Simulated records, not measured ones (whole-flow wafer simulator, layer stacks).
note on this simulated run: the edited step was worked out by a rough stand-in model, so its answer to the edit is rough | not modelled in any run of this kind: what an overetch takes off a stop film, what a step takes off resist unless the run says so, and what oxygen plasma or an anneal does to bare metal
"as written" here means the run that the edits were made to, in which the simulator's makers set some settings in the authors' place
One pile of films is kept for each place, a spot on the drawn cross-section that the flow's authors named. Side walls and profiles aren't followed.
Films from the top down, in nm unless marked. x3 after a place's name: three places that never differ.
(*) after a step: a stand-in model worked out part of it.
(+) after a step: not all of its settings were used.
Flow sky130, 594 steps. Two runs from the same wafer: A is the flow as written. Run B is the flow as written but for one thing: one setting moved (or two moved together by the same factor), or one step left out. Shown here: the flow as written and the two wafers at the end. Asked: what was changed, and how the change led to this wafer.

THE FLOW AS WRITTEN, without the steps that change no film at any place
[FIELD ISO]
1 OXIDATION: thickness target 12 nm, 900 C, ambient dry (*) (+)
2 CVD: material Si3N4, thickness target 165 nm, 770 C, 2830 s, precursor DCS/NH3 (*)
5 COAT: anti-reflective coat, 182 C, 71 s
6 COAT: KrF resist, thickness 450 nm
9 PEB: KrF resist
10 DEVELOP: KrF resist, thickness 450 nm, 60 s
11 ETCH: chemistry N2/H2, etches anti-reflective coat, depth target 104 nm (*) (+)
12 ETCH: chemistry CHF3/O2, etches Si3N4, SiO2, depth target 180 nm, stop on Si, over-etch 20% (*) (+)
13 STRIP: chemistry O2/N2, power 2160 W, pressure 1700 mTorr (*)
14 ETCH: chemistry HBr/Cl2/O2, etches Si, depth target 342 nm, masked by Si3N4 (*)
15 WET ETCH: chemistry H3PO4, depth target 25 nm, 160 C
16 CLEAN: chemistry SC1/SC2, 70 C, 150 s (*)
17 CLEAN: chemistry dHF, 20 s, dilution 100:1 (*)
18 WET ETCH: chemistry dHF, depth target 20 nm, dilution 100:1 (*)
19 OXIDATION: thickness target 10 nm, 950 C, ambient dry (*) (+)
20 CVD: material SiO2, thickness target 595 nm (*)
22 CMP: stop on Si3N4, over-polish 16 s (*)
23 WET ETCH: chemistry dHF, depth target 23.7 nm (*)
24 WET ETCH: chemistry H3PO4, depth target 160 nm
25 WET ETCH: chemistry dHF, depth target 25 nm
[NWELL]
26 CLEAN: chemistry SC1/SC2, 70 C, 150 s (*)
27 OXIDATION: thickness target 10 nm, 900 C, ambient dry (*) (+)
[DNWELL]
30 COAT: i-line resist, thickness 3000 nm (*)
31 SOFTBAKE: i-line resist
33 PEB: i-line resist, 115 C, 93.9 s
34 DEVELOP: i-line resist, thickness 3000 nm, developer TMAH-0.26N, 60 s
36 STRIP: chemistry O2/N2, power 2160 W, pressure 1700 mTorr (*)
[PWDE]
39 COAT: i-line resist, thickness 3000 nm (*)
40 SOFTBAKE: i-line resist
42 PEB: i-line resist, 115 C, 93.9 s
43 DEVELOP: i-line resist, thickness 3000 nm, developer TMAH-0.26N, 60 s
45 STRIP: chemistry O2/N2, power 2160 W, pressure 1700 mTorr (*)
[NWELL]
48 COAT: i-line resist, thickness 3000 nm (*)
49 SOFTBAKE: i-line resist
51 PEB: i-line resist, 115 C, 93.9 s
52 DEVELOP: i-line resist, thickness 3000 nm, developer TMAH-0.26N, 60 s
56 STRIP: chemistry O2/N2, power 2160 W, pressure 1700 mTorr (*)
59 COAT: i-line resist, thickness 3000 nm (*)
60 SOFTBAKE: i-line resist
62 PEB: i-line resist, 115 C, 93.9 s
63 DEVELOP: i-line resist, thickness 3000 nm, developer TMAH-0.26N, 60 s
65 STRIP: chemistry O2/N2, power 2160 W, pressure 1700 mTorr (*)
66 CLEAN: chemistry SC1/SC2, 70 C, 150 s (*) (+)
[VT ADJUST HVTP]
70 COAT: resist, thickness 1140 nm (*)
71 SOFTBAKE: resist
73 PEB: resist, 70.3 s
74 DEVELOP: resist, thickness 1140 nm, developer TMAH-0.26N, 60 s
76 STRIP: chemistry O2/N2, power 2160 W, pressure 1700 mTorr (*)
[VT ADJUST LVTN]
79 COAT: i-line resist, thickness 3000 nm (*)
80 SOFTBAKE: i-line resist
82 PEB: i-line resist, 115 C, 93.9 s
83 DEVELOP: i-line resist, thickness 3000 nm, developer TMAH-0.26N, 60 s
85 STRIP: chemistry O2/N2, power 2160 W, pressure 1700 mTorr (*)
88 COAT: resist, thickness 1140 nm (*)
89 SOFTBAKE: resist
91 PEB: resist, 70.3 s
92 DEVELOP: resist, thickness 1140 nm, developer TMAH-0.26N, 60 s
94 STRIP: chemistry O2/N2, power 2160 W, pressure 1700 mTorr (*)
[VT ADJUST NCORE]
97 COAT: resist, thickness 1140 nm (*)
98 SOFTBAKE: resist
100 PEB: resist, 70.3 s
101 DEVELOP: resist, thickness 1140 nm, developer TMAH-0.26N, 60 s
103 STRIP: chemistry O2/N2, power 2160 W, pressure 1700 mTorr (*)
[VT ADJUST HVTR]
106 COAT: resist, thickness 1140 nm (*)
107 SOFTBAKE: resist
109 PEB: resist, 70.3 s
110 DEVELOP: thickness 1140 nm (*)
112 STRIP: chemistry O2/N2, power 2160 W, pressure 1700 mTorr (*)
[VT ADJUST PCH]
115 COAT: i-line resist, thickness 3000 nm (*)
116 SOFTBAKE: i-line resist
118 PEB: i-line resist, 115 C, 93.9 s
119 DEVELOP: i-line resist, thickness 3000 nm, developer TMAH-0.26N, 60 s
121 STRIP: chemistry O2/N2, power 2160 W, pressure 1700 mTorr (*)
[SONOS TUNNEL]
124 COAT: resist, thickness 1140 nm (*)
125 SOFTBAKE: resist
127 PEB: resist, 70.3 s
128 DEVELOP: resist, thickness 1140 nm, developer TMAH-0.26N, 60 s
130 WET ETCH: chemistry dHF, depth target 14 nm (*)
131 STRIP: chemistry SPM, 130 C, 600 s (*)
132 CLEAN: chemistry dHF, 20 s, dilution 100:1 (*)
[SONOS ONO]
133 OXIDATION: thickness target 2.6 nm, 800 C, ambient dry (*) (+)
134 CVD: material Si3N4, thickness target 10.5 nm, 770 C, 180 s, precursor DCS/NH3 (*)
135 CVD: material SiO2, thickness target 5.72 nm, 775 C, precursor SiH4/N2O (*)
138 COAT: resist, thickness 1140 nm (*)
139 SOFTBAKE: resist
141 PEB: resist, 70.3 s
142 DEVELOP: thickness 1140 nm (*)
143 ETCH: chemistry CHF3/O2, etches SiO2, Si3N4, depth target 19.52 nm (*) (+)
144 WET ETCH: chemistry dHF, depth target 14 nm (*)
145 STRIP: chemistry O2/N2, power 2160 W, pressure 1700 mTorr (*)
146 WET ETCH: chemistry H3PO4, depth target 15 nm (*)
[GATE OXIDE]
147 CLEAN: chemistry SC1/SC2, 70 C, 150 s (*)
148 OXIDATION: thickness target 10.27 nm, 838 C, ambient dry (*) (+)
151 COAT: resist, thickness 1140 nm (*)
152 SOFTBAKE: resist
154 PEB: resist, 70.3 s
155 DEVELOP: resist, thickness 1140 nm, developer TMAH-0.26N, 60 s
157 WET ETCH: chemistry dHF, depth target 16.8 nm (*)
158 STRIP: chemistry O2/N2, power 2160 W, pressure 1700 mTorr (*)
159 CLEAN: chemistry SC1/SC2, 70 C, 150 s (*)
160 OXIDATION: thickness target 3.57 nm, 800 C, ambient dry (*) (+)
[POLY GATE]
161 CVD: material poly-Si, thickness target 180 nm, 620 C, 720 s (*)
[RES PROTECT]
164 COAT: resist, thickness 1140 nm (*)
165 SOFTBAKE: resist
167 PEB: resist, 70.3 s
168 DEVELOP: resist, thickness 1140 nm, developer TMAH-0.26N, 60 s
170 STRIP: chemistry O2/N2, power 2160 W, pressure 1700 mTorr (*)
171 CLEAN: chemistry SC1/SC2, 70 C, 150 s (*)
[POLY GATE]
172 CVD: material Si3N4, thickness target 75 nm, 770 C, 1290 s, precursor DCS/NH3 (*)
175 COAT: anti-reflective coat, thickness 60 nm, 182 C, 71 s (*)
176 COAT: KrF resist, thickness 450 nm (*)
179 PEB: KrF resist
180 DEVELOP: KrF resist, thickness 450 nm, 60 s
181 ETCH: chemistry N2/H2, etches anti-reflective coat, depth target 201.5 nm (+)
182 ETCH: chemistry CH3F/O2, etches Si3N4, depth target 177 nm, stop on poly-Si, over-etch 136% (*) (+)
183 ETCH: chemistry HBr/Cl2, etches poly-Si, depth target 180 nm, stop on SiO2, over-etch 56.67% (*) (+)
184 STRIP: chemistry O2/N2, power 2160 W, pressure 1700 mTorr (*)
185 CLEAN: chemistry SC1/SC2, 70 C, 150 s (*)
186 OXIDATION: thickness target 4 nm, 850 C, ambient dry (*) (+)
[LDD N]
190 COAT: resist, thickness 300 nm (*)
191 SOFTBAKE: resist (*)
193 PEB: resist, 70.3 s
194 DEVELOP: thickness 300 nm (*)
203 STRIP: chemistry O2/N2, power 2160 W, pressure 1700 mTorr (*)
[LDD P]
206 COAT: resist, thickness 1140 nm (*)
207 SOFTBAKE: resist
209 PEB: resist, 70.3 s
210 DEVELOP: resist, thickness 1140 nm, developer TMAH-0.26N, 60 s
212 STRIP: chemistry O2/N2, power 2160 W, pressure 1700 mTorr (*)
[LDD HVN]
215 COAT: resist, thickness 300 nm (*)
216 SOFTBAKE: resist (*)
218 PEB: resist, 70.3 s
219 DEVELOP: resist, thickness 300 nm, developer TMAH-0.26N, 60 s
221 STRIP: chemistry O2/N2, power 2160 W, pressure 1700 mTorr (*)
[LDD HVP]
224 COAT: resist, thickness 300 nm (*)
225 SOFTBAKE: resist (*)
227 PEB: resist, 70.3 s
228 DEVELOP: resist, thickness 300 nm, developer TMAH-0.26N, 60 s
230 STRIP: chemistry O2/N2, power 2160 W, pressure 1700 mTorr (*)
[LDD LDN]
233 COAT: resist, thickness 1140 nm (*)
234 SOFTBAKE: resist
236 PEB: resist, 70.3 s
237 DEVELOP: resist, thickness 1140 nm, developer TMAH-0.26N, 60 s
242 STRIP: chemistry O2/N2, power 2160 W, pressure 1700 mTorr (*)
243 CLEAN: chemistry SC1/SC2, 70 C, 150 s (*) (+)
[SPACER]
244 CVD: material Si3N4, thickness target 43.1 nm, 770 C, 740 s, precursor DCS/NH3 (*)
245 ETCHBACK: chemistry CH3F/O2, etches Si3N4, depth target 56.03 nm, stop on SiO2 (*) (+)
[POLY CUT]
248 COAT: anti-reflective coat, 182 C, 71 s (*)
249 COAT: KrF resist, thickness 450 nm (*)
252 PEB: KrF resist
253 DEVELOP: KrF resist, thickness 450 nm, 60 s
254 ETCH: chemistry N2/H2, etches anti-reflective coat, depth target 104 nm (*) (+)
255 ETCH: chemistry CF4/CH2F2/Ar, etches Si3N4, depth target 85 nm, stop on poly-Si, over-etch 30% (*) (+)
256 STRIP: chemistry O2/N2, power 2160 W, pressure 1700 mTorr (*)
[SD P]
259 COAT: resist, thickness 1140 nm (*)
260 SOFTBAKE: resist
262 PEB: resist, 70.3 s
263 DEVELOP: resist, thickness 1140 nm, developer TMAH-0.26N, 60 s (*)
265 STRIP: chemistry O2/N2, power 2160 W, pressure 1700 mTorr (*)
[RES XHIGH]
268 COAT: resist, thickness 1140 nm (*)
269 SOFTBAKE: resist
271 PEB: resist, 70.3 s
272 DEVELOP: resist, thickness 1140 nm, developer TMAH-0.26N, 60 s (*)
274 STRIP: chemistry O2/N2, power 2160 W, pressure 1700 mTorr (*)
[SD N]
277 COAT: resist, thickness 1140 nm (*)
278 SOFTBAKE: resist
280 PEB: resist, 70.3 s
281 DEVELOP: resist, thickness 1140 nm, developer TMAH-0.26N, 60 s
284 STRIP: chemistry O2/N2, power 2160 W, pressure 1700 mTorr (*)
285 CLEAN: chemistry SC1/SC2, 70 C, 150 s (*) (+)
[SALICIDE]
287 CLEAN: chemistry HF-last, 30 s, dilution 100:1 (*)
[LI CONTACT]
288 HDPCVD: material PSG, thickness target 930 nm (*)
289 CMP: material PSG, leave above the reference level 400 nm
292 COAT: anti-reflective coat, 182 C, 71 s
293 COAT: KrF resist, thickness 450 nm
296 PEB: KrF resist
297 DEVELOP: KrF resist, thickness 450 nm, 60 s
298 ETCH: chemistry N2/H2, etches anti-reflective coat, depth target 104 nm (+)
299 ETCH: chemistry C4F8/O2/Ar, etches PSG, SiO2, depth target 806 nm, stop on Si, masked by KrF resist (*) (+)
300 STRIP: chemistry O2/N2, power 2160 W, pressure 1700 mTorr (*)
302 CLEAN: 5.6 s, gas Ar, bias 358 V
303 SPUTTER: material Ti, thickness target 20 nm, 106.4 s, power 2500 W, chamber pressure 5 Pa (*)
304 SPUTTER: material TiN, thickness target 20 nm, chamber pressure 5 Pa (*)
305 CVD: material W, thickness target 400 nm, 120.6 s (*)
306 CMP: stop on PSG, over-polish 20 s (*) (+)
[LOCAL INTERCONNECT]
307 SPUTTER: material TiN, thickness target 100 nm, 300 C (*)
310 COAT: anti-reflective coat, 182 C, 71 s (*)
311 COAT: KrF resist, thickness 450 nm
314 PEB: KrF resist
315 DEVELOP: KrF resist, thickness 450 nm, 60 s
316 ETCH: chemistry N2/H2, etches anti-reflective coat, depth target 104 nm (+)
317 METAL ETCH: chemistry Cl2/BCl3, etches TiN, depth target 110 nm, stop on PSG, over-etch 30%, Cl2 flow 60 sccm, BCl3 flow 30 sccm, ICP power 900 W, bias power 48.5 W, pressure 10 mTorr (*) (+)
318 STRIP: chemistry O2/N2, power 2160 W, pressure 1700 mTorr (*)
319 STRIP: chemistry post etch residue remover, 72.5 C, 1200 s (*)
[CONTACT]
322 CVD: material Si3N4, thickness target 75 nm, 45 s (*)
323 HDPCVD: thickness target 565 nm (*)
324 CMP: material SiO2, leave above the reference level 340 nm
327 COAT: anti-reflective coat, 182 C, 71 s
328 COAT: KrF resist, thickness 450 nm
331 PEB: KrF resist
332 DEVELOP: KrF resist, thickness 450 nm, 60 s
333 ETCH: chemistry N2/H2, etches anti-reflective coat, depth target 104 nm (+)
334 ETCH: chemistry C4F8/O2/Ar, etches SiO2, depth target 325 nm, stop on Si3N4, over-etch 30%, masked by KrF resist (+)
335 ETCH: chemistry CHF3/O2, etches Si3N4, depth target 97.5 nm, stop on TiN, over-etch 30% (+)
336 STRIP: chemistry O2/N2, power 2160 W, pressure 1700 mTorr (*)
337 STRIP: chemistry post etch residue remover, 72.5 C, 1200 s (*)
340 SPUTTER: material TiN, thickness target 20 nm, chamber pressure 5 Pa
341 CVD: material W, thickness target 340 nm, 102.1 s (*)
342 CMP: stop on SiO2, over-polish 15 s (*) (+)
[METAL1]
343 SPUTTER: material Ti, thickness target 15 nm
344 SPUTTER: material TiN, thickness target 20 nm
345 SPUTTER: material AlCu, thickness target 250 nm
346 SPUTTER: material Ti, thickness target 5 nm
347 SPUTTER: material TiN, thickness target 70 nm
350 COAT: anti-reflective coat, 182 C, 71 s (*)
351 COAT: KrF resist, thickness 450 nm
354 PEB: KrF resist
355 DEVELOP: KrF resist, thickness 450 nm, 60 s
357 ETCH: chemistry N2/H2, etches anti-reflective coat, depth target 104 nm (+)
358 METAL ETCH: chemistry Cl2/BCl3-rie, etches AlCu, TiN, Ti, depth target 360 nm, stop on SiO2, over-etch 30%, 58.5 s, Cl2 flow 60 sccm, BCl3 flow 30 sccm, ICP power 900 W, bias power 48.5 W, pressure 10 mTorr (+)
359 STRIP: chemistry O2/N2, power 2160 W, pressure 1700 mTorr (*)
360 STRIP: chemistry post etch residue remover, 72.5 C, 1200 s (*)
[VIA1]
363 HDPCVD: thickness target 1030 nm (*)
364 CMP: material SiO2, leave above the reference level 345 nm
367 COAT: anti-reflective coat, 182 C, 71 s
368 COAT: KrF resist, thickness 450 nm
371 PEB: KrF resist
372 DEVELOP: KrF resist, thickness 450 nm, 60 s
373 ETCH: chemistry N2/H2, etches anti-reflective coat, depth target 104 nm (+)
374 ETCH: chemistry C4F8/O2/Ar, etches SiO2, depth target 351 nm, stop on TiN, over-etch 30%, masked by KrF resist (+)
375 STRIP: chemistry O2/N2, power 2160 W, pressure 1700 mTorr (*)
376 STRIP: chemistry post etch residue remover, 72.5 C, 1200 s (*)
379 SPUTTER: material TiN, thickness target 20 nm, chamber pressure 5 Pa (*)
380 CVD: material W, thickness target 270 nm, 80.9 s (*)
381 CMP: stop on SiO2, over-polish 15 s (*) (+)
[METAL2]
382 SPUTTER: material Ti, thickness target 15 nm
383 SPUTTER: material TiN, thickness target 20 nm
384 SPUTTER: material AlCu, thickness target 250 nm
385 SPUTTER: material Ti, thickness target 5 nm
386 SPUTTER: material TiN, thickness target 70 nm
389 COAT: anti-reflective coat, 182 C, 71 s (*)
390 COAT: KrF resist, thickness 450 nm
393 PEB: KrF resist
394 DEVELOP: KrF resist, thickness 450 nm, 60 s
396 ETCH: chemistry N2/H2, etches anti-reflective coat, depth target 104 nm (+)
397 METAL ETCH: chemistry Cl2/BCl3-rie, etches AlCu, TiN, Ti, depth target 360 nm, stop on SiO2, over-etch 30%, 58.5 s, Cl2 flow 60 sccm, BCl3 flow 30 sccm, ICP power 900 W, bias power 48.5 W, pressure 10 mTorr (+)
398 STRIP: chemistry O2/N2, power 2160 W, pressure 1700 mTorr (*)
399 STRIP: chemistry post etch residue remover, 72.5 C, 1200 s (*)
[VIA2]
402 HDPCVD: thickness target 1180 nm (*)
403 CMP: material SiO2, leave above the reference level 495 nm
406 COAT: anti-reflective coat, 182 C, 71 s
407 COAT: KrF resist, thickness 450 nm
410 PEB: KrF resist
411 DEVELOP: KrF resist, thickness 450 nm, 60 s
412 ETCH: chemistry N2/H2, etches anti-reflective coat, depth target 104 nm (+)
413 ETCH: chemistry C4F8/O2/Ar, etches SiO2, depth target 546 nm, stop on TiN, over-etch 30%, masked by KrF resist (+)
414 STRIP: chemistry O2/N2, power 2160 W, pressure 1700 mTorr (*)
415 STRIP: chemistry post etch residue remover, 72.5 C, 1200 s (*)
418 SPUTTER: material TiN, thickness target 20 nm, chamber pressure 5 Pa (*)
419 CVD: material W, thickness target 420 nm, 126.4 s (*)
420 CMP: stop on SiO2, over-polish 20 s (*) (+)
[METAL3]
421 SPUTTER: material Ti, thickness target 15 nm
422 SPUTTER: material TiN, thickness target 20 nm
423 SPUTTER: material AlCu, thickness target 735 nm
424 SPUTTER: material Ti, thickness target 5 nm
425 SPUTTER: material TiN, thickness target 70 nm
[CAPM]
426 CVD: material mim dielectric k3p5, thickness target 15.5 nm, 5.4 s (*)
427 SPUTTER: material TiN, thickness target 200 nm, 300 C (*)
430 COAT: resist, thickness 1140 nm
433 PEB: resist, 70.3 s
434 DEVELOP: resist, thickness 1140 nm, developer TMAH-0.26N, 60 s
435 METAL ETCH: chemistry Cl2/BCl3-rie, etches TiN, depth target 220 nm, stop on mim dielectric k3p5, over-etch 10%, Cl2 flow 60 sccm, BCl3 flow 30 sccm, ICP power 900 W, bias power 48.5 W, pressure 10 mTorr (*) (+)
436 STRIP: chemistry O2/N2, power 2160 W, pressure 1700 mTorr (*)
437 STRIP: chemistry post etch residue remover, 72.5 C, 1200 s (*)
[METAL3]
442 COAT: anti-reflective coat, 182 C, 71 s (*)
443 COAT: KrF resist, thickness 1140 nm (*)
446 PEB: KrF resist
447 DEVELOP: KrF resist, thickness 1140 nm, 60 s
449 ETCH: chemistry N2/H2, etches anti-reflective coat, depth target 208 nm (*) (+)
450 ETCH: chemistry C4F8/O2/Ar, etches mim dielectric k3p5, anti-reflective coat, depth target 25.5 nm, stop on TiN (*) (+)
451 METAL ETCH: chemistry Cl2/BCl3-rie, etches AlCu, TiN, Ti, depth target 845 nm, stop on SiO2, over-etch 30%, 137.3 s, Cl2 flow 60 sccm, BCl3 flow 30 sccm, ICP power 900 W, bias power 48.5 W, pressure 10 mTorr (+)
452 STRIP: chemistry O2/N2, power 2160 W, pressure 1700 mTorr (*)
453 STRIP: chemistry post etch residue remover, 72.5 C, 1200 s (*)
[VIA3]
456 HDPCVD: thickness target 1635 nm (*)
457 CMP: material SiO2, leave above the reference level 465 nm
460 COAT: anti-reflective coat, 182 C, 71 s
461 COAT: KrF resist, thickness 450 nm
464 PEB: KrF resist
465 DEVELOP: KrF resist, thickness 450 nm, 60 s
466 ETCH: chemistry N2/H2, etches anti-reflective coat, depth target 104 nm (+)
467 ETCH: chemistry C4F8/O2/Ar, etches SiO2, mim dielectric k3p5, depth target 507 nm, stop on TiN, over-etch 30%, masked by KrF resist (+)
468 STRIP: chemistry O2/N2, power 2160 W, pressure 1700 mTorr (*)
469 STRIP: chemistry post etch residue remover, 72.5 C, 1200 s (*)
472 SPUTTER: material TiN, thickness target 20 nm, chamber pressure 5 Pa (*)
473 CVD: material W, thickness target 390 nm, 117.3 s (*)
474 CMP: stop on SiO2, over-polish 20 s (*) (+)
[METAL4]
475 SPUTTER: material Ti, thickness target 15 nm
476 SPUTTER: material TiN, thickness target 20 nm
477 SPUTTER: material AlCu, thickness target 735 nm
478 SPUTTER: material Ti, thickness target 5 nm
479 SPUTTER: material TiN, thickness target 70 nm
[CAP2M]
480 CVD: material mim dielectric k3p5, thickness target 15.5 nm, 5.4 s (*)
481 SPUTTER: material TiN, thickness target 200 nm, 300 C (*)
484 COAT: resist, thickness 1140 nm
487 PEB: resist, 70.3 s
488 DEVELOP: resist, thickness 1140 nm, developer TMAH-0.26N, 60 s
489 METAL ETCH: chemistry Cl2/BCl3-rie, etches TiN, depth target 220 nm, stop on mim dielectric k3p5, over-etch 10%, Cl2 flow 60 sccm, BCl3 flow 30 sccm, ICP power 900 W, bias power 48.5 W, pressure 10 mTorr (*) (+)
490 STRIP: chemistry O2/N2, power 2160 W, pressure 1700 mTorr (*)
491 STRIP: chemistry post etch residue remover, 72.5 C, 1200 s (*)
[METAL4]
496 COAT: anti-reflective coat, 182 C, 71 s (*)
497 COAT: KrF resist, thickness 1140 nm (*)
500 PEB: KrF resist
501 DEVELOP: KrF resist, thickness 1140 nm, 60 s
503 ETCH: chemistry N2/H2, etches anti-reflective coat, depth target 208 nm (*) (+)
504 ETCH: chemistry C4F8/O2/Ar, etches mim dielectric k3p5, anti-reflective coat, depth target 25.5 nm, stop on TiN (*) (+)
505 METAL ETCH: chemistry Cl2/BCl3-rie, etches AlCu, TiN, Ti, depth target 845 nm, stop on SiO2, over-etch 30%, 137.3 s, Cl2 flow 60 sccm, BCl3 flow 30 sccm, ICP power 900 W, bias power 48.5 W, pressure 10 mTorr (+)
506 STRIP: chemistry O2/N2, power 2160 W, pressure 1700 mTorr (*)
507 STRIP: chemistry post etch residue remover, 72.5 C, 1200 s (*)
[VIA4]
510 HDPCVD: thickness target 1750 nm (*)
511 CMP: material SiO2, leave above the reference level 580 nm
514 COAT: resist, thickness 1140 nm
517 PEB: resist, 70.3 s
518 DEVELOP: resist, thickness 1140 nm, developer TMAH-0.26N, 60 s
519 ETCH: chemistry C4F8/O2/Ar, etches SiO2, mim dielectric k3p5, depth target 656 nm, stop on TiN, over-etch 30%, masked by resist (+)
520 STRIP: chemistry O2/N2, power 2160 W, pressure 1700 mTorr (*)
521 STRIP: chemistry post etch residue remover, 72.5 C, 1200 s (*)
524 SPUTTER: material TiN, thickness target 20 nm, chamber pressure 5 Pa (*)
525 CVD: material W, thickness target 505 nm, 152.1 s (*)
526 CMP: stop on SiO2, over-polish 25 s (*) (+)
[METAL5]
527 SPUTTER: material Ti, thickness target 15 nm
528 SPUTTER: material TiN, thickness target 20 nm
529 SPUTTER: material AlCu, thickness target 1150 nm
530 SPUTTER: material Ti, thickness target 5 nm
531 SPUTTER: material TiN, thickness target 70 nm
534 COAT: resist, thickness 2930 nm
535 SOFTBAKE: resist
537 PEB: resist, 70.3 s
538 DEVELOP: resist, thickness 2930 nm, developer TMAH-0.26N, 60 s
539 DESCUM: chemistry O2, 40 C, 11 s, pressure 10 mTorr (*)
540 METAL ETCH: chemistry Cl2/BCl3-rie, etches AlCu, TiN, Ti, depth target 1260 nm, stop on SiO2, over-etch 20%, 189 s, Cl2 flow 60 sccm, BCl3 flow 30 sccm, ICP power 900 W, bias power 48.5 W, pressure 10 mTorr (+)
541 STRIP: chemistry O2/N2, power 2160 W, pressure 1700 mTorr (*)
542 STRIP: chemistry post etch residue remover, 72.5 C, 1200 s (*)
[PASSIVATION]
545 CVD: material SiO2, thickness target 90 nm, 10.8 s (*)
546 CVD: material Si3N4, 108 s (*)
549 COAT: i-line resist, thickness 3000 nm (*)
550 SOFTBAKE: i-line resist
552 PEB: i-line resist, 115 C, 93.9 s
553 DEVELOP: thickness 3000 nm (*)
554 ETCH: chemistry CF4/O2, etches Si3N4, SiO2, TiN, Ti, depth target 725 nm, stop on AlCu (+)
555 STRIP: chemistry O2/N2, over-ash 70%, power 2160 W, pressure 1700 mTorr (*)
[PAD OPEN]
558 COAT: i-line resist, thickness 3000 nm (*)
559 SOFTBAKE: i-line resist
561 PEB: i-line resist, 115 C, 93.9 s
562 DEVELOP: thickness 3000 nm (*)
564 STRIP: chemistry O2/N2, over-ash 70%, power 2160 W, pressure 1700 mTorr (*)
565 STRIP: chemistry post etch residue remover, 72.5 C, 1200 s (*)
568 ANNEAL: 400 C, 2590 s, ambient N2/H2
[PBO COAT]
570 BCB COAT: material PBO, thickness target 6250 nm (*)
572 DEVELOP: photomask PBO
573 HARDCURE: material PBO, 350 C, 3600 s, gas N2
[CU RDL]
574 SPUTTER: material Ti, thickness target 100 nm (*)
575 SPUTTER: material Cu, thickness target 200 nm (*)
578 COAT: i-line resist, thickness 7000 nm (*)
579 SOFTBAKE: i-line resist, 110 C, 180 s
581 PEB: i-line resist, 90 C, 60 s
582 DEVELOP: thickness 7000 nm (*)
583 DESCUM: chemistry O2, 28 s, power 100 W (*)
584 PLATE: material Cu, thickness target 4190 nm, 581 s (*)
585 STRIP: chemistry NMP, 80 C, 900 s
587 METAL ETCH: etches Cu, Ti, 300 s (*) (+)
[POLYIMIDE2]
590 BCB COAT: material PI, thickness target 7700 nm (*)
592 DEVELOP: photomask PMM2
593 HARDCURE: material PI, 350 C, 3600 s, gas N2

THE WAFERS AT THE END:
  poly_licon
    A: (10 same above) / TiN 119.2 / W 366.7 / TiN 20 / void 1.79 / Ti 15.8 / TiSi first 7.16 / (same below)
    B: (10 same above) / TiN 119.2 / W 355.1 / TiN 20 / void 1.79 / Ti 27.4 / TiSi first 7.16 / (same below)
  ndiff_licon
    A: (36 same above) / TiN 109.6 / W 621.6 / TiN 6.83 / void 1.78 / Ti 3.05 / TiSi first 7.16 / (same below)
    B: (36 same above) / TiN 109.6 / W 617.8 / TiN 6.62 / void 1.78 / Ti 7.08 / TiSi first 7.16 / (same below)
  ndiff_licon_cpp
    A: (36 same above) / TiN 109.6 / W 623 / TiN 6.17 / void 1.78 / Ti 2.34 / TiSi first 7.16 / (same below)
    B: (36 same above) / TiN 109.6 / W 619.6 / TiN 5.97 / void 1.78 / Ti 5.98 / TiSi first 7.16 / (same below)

The cause: step 303, SPUTTER: 167.5 s was run, where the flow has 106.4 s.

How the change led to this, step by step:
  303 SPUTTER: material Ti, thickness target 20 nm, 106.4 s, power 2500 W, chamber pressure 5 Pa (*)
      field, active, n_well and 185 more: A Ti +20 (new film) | B Ti +31.6 (new film)
      ndiff_licon: A Ti +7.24 (new film) | B Ti +11.3 (new film)
      (and at 2 more places)
  306 CMP: stop on PSG, over-polish 20 s (*) (+)
      field, active, n_well and 184 more: A W -400 (all of it), TiN -20 (all of it), Ti -20 (all of it), PSG -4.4 | B W -400 (all of it), TiN -20 (all of it), Ti -31.6 (all of it), PSG -4.4
      ndiff_licon, ndiff_licon_cpp, rpo_hd_licon: A W -444.9 | B W -456.5
      (and at 1 more place)
